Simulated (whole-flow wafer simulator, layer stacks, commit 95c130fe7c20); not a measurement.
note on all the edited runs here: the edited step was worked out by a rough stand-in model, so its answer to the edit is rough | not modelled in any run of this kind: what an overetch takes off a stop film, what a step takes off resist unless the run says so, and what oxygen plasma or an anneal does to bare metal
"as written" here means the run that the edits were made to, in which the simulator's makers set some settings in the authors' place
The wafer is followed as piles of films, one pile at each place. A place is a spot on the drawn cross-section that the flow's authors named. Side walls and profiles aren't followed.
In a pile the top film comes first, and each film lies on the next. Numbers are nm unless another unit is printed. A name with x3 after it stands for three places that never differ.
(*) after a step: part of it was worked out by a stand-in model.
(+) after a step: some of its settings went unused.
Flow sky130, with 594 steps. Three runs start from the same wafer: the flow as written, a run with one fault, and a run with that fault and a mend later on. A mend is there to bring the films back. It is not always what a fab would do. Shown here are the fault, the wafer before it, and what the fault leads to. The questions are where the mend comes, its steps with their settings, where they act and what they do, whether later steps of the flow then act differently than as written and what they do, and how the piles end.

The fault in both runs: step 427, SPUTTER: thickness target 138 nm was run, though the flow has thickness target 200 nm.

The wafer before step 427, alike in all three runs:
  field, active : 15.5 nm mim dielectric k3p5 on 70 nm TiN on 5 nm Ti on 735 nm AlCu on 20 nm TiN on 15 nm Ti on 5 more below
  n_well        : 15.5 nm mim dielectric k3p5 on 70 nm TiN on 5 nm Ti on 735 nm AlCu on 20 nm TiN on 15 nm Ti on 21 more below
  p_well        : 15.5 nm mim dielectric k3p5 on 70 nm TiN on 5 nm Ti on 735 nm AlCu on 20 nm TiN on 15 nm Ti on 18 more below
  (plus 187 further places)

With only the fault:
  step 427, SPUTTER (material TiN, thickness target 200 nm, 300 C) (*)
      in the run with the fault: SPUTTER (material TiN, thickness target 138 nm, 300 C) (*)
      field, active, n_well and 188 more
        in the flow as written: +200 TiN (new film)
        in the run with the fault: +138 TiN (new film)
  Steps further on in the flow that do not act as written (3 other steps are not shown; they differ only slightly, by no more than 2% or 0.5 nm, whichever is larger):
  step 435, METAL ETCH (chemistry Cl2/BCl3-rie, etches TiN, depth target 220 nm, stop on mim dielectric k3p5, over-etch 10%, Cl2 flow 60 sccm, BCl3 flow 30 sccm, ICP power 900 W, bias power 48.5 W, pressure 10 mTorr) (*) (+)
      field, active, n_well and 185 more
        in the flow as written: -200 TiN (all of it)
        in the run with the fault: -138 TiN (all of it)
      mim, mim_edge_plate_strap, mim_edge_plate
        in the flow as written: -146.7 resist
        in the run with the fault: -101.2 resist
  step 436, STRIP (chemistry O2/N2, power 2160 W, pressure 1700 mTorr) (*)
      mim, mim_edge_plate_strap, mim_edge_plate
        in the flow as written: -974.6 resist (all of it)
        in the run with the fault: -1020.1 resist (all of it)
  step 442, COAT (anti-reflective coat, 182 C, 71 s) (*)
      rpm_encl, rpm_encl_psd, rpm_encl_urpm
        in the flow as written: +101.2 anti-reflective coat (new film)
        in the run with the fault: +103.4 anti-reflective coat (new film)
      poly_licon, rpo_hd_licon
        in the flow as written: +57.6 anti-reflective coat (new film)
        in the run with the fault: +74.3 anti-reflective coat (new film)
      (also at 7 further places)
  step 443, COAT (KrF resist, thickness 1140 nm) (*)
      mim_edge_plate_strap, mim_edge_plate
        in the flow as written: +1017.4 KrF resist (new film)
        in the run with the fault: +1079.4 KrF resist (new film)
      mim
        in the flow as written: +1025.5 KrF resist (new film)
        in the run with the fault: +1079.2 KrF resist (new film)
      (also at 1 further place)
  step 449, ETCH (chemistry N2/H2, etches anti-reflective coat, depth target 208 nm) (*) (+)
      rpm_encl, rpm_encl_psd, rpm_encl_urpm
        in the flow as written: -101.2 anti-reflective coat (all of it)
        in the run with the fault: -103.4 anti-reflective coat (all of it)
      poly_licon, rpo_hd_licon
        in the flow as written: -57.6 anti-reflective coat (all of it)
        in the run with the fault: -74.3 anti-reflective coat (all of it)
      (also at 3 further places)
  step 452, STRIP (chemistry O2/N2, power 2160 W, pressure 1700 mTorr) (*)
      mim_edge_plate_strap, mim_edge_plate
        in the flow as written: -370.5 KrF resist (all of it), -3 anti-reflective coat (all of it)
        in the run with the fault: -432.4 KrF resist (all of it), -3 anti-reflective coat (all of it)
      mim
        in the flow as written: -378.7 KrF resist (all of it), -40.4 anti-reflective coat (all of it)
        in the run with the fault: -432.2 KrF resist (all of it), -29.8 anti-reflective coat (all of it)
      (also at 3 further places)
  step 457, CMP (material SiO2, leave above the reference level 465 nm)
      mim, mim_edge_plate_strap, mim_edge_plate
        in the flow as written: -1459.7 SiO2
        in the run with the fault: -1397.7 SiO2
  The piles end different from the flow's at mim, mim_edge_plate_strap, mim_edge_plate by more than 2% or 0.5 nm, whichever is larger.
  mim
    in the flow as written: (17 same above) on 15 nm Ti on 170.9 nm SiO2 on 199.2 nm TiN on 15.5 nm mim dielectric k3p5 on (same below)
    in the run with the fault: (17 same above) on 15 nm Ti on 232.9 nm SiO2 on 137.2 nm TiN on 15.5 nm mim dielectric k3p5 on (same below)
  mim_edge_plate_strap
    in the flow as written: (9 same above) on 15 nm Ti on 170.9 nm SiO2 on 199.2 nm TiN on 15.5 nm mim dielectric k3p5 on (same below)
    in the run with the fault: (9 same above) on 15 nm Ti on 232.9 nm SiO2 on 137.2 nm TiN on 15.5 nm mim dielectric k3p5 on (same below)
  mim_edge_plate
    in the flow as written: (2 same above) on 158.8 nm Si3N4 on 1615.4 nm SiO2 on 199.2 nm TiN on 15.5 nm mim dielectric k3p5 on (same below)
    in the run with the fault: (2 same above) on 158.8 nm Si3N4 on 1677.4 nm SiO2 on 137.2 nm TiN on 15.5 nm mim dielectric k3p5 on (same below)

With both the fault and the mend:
  The mend stands after step 427.
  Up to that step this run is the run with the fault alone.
  step 427a, SPUTTER (material TiN, thickness target 62 nm, 300 C) (*) (the flow's step 427 again, with other settings)
      field, active, n_well and 188 more
        +62 TiN
  None of the later steps of the flow acts differently than as written at any place that is followed.
  By the end, the piles equal the flow's at every place that both follow.
